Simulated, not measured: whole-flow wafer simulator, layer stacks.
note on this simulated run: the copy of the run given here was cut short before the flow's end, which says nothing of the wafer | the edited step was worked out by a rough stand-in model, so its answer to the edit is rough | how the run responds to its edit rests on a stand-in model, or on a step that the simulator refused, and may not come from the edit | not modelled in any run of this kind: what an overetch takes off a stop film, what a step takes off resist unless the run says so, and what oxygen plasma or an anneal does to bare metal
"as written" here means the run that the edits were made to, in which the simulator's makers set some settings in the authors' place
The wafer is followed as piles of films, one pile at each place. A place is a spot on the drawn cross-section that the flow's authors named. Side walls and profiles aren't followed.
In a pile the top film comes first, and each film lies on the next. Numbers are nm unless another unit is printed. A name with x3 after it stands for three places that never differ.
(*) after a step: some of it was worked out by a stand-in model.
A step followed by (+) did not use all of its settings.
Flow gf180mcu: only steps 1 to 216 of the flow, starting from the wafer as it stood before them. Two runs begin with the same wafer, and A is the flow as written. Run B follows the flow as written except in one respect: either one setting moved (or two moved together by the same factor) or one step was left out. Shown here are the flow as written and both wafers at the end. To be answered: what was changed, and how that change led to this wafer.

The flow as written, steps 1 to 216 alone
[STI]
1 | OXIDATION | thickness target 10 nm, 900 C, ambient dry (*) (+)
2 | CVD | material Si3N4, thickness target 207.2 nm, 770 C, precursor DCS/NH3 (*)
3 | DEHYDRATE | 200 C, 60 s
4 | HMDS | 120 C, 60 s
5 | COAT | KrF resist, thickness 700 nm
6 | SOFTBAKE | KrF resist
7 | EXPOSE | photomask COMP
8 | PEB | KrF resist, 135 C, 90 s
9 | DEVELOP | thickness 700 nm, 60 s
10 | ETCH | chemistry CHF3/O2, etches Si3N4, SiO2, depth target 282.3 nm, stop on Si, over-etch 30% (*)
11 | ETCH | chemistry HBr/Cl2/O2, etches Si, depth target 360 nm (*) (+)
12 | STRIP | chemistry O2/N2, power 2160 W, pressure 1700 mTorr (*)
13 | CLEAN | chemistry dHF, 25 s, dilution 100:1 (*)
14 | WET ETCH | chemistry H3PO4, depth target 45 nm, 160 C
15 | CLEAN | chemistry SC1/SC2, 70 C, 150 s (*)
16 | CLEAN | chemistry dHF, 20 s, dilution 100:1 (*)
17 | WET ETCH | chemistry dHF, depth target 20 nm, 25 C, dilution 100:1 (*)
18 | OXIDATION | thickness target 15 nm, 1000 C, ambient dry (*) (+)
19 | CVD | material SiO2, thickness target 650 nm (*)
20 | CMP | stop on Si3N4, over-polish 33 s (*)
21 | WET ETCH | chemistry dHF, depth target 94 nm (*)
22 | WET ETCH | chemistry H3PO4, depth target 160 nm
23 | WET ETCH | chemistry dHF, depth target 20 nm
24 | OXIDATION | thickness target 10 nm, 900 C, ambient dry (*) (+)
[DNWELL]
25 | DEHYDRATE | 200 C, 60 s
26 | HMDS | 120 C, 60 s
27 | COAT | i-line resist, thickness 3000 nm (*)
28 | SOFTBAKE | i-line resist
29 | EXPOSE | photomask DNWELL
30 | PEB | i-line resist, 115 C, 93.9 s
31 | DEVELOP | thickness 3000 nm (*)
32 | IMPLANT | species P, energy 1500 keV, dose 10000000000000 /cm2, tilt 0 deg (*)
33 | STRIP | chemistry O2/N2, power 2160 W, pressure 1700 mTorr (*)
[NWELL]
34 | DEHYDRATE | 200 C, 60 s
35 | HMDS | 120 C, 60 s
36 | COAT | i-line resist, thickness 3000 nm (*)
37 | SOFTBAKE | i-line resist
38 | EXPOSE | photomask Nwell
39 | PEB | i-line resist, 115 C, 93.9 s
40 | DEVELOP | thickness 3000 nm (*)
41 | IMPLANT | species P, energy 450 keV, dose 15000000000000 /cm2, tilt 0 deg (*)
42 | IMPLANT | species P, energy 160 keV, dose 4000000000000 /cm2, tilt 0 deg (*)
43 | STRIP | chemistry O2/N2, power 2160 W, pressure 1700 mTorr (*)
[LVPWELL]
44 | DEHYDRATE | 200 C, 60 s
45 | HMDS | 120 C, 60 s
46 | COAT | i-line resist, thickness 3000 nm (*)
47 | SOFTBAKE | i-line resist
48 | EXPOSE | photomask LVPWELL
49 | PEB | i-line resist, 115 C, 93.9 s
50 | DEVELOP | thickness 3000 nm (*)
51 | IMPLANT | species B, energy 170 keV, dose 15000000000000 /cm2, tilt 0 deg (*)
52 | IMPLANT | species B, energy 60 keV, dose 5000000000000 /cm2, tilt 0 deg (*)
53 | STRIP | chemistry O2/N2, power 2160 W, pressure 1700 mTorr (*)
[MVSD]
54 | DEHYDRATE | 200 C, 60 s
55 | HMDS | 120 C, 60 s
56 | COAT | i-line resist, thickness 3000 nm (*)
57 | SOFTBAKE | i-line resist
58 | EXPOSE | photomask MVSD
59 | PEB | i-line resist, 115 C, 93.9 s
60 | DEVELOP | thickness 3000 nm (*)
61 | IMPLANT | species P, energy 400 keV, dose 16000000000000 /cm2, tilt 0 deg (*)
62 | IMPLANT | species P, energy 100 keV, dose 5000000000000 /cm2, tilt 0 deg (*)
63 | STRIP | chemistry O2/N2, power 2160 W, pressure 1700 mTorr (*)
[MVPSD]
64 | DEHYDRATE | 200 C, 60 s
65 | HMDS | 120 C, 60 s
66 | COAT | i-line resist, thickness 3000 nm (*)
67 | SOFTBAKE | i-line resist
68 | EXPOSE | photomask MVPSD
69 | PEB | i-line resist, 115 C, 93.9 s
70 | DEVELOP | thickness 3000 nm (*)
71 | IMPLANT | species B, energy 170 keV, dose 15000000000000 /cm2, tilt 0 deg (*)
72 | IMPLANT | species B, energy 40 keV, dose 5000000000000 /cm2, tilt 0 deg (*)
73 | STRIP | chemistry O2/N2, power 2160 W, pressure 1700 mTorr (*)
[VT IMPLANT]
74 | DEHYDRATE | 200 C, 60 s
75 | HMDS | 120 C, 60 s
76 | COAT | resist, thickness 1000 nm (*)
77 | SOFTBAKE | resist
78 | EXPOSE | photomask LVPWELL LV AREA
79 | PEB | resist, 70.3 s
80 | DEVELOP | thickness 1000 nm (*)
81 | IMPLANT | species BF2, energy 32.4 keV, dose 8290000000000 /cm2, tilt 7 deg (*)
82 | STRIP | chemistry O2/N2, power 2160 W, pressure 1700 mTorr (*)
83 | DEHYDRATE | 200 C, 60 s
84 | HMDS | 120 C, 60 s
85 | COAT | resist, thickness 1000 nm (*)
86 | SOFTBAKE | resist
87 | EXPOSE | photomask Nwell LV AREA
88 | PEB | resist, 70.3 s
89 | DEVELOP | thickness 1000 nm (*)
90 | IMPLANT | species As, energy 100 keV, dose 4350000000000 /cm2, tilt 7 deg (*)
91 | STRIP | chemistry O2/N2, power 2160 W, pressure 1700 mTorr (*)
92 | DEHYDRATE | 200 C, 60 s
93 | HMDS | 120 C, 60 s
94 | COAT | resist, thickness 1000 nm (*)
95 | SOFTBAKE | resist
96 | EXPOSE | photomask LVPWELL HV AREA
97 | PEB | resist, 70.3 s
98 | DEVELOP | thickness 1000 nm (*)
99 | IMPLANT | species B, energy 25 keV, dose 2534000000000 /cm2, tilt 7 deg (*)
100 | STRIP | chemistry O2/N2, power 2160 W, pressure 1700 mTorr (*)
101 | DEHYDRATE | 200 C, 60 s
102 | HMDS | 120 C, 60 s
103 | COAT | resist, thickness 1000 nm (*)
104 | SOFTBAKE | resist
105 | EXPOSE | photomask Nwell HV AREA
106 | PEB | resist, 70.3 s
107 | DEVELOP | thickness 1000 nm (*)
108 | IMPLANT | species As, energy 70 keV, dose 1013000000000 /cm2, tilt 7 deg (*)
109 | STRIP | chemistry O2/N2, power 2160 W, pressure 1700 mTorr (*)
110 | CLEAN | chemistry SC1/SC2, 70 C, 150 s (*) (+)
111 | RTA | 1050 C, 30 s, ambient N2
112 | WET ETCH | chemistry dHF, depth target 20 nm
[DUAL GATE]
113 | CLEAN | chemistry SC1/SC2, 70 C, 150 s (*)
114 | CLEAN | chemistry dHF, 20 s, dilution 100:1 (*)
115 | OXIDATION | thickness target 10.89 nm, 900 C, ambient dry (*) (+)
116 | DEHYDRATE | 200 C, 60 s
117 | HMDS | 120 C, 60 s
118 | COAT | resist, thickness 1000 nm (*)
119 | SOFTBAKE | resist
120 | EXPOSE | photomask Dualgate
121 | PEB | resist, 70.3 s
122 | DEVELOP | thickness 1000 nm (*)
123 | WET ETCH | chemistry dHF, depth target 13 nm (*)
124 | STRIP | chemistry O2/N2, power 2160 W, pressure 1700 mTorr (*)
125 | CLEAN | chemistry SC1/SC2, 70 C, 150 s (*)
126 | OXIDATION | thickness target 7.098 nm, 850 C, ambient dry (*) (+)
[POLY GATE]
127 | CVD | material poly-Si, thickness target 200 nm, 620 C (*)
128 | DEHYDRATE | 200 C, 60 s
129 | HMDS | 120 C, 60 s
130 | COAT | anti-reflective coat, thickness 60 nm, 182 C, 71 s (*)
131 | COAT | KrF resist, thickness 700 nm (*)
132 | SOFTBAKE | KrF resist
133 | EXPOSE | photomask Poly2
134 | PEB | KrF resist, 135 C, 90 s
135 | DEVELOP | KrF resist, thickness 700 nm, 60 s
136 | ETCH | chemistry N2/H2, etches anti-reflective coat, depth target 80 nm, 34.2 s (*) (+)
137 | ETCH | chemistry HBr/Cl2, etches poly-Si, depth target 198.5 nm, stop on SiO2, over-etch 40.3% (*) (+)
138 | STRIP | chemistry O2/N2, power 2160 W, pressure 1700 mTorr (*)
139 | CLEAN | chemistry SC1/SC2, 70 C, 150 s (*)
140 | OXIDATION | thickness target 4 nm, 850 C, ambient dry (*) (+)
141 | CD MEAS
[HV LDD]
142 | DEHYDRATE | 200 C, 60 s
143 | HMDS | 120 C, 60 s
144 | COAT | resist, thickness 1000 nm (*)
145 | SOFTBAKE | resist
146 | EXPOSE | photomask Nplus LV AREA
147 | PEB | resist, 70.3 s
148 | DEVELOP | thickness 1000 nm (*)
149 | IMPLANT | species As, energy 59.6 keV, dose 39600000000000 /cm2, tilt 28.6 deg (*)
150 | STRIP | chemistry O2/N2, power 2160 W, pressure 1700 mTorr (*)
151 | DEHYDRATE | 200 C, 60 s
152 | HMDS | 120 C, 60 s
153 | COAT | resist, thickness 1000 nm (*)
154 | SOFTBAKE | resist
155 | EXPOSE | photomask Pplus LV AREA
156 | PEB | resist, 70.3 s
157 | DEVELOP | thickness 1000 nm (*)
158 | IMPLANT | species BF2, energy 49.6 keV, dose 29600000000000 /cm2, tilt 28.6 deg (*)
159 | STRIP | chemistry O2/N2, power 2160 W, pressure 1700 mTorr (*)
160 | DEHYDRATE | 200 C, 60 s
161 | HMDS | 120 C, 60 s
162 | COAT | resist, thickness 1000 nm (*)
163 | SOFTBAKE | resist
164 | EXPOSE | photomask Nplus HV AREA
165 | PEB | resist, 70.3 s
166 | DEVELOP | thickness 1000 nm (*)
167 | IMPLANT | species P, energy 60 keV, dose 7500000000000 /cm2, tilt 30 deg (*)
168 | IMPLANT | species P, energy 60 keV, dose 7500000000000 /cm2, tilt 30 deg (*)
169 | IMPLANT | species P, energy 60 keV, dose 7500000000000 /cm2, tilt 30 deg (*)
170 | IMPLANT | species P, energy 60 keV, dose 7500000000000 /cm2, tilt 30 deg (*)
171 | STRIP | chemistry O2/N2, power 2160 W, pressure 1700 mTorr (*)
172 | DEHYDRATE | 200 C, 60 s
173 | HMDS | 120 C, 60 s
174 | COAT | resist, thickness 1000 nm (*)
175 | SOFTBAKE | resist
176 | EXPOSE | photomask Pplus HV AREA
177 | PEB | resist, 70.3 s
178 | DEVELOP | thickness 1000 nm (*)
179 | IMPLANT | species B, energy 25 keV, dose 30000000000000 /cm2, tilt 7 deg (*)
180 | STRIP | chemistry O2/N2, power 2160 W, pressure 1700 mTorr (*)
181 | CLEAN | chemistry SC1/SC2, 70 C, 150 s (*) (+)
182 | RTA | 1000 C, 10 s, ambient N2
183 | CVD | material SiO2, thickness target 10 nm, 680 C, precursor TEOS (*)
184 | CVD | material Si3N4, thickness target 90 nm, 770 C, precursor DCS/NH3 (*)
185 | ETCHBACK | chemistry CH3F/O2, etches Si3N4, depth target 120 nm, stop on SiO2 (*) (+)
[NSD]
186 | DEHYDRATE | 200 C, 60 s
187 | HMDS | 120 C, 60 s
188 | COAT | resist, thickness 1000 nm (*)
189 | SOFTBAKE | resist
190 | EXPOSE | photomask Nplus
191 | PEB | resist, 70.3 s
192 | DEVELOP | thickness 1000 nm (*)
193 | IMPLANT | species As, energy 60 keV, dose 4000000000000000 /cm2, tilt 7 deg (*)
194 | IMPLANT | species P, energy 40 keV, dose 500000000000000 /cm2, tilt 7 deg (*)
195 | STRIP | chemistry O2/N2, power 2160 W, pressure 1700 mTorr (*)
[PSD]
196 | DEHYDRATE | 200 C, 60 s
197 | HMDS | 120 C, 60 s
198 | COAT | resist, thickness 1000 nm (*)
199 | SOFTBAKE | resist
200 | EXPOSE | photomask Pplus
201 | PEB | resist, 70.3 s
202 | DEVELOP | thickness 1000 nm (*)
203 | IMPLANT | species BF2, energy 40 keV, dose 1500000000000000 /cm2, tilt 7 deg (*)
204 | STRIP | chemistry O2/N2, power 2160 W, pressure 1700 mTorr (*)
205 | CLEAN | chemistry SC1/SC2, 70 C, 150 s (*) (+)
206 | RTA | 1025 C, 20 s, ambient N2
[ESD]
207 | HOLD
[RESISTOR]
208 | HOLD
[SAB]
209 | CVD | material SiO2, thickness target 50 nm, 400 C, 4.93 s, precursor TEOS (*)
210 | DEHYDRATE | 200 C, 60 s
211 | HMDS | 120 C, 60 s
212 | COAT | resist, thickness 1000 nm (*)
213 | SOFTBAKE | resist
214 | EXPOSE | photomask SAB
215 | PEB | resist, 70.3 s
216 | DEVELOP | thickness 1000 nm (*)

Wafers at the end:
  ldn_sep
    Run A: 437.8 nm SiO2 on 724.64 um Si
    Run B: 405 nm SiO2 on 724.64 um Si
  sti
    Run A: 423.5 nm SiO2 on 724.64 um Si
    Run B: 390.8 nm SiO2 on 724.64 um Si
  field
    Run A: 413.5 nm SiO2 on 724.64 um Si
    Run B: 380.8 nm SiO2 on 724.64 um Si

What caused this: step 21, WET ETCH: depth target 127 nm was run, while the flow as written has depth target 94 nm.

Step by step, how the change led to this:
  21 | WET ETCH | chemistry dHF, depth target 94 nm (*)
      active, n_well, p_well and 40 more: A -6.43 Si3N4 | B -8.66 Si3N4
      field, field_sub, sti and 34 more: A -94 SiO2 | B -127 SiO2
  28 | SOFTBAKE | i-line resist
      field_sub: A +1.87 i-line resist | B nothing
      gate_p: A +1.26 i-line resist | B nothing
      (and at 56 other places as well)
  37 | SOFTBAKE | i-line resist
      field_sub: A +1.87 i-line resist | B nothing
      gate_p: A +1.26 i-line resist | B nothing
      (and at 56 other places as well)
  47 | SOFTBAKE | i-line resist
      field_sub: A +1.87 i-line resist | B nothing
      gate_p: A +1.26 i-line resist | B nothing
      (and at 56 other places as well)
  57 | SOFTBAKE | i-line resist
      field_sub: A +1.87 i-line resist | B nothing
      gate_p: A +1.26 i-line resist | B nothing
      (and at 56 other places as well)
  67 | SOFTBAKE | i-line resist
      field_sub: A +1.87 i-line resist | B nothing
      gate_p: A +1.26 i-line resist | B nothing
      (and at 56 other places as well)
  76 | COAT | resist, thickness 1000 nm (*)
      p_well, spacer, sd_n: A +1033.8 resist (new film) | B +1001.7 resist (new film)
      nplus_u: A +1023.3 resist (new film) | B +1000.2 resist (new film)
      (and at 13 other places as well)
  77 | SOFTBAKE | resist
      contact, m1: A -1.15 resist | B nothing
      field: A -0.74 resist | B +0.15 resist
      (and at 41 other places as well)
  80 | DEVELOP | thickness 1000 nm (*)
      p_well, spacer, sd_n: A -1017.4 resist (all of it) | B -985.8 resist (all of it)
      gate: A -1004.9 resist (all of it) | B -984.8 resist (all of it)
      (and at 2 other places as well)
  82 | STRIP | chemistry O2/N2, power 2160 W, pressure 1700 mTorr (*)
      ldn_acc, ldn_drn: A -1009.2 resist (all of it) | B -988.8 resist (all of it)
      sd_p_hv: A -1005.3 resist (all of it) | B -984.8 resist (all of it)
      (and at 15 other places as well)
  85 | COAT | resist, thickness 1000 nm (*)
      p_well, spacer, sd_n: A +1033.8 resist (new film) | B +1001.7 resist (new film)
      nplus_u: A +1023.3 resist (new film) | B +1000.2 resist (new film)
      (and at 13 other places as well)
  86 | SOFTBAKE | resist
      contact, m1: A -1.15 resist | B nothing
      field: A -0.74 resist | B +0.15 resist
      (and at 41 other places as well)
  89 | DEVELOP | thickness 1000 nm (*)
      pplus_u: A -1009.2 resist (all of it) | B -984.7 resist (all of it)
      iso_ntap_nw: A -1011.9 resist (all of it) | B -986.5 resist (all of it)
      (and at 1 other place as well)
  91 | STRIP | chemistry O2/N2, power 2160 W, pressure 1700 mTorr (*)
      p_well, spacer, sd_n: A -1017.4 resist (all of it) | B -985.8 resist (all of it)
      ldn_acc, ldn_drn: A -1009.2 resist (all of it) | B -988.8 resist (all of it)
      (and at 16 other places as well)
  94 | COAT | resist, thickness 1000 nm (*)
      p_well, spacer, sd_n: A +1033.8 resist (new film) | B +1001.7 resist (new film)
      nplus_u: A +1023.3 resist (new film) | B +1000.2 resist (new film)
      (and at 13 other places as well)
  95 | SOFTBAKE | resist
      contact, m1: A -1.15 resist | B nothing
      field: A -0.74 resist | B +0.15 resist
      (and at 41 other places as well)
  ... 47 other steps ...
  216 | DEVELOP | thickness 1000 nm (*)
      p_well, sd_n: A -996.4 resist (all of it) | B -963.5 resist (all of it)
      field__w6: A -1026.2 resist (all of it) | B -1071.4 resist (all of it)
      (and at 23 other places as well)
